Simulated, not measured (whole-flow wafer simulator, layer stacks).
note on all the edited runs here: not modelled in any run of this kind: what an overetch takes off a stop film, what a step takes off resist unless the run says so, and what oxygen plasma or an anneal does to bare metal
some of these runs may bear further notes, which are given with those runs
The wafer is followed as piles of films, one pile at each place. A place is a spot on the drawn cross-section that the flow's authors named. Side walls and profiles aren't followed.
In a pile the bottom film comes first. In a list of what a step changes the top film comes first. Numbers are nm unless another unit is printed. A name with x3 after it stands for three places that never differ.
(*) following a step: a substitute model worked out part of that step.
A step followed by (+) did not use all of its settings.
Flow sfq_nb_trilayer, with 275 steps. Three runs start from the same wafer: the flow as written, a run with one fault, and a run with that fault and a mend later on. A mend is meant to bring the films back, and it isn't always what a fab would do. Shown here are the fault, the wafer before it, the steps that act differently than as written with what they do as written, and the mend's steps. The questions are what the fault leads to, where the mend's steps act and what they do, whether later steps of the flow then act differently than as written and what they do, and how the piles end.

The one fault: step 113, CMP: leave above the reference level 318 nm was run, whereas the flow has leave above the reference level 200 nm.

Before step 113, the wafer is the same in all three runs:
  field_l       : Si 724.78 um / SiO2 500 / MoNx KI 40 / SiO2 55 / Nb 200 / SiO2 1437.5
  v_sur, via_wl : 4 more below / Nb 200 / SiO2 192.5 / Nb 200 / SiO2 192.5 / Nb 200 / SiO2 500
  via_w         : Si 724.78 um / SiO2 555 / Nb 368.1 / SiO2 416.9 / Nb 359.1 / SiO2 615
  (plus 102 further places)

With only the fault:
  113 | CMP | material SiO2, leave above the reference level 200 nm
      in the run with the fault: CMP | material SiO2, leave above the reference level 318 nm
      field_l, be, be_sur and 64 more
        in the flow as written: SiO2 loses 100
        in the run with the fault: nothing
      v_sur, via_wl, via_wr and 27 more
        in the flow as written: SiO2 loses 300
        in the run with the fault: SiO2 loses 182
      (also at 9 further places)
  Steps later in the flow that act otherwise than as written (5 more steps, not shown, differ only slightly: by at most 2% or 0.5 nm, whichever is larger):
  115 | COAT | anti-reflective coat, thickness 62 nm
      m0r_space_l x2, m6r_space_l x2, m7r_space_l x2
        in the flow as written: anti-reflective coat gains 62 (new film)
        in the run with the fault: anti-reflective coat gains 64.7 (new film)
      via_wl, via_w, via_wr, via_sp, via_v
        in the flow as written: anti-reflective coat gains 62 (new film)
        in the run with the fault: anti-reflective coat gains 60.6 (new film)
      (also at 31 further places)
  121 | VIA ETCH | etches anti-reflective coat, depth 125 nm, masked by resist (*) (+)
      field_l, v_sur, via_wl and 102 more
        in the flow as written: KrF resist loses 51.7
        in the run with the fault: KrF resist loses 50.5
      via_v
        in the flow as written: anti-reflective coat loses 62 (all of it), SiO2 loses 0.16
        in the run with the fault: anti-reflective coat loses 60.6 (all of it), SiO2 loses 0.15
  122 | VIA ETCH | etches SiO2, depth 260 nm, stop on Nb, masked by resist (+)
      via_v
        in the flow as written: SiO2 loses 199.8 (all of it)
        in the run with the fault: SiO2 loses 260
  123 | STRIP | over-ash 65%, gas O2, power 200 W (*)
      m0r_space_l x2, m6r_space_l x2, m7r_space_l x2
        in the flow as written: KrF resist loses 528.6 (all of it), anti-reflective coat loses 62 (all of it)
        in the run with the fault: KrF resist loses 531.5 (all of it), anti-reflective coat loses 64.7 (all of it)
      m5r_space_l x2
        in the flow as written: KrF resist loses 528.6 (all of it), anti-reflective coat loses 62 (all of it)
        in the run with the fault: KrF resist loses 531.5 (all of it), anti-reflective coat loses 63.6 (all of it)
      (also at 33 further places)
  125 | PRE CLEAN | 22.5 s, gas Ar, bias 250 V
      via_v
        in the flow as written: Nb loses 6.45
        in the run with the fault: SiO2 loses 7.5
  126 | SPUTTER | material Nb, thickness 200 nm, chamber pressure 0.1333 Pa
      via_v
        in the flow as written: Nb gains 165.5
        in the run with the fault: Nb gains 152.6 (new film)
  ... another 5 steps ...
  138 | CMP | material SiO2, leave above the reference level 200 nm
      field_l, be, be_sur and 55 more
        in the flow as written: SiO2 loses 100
        in the run with the fault: SiO2 loses 82
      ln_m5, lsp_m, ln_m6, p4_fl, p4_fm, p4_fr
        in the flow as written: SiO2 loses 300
        in the run with the fault: SiO2 loses 282
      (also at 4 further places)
  At field_l, v_sur, via_wl and 103 more, the piles at the end differ from the flow's by more than 2% or 0.5 nm, whichever is larger.
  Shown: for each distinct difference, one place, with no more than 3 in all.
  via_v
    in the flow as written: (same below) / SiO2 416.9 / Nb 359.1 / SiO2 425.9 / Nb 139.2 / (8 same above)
    in the run with the fault: (same below) / SiO2 416.9 / Nb 200 / SiO2 50.3 / Nb 152.6 / SiO2 500 / Nb 139.2 / (8 same above)
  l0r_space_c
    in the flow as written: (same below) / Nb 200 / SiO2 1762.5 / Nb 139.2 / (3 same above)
    in the run with the fault: (same below) / Nb 200 / SiO2 1880.5 / Nb 139.2 / (3 same above)
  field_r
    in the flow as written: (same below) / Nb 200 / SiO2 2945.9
    in the run with the fault: (same below) / Nb 200 / SiO2 3063.9

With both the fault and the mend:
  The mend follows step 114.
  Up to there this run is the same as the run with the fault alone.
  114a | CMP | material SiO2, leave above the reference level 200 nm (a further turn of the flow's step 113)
      field_l, be, be_sur and 64 more
        SiO2 loses 100
      v_sur, via_wl, via_w and 36 more
        SiO2 loses 118
  Later steps of the flow that are run all act as written at every place that is followed.
  At every place that both follow, the piles at the end match the flow's.
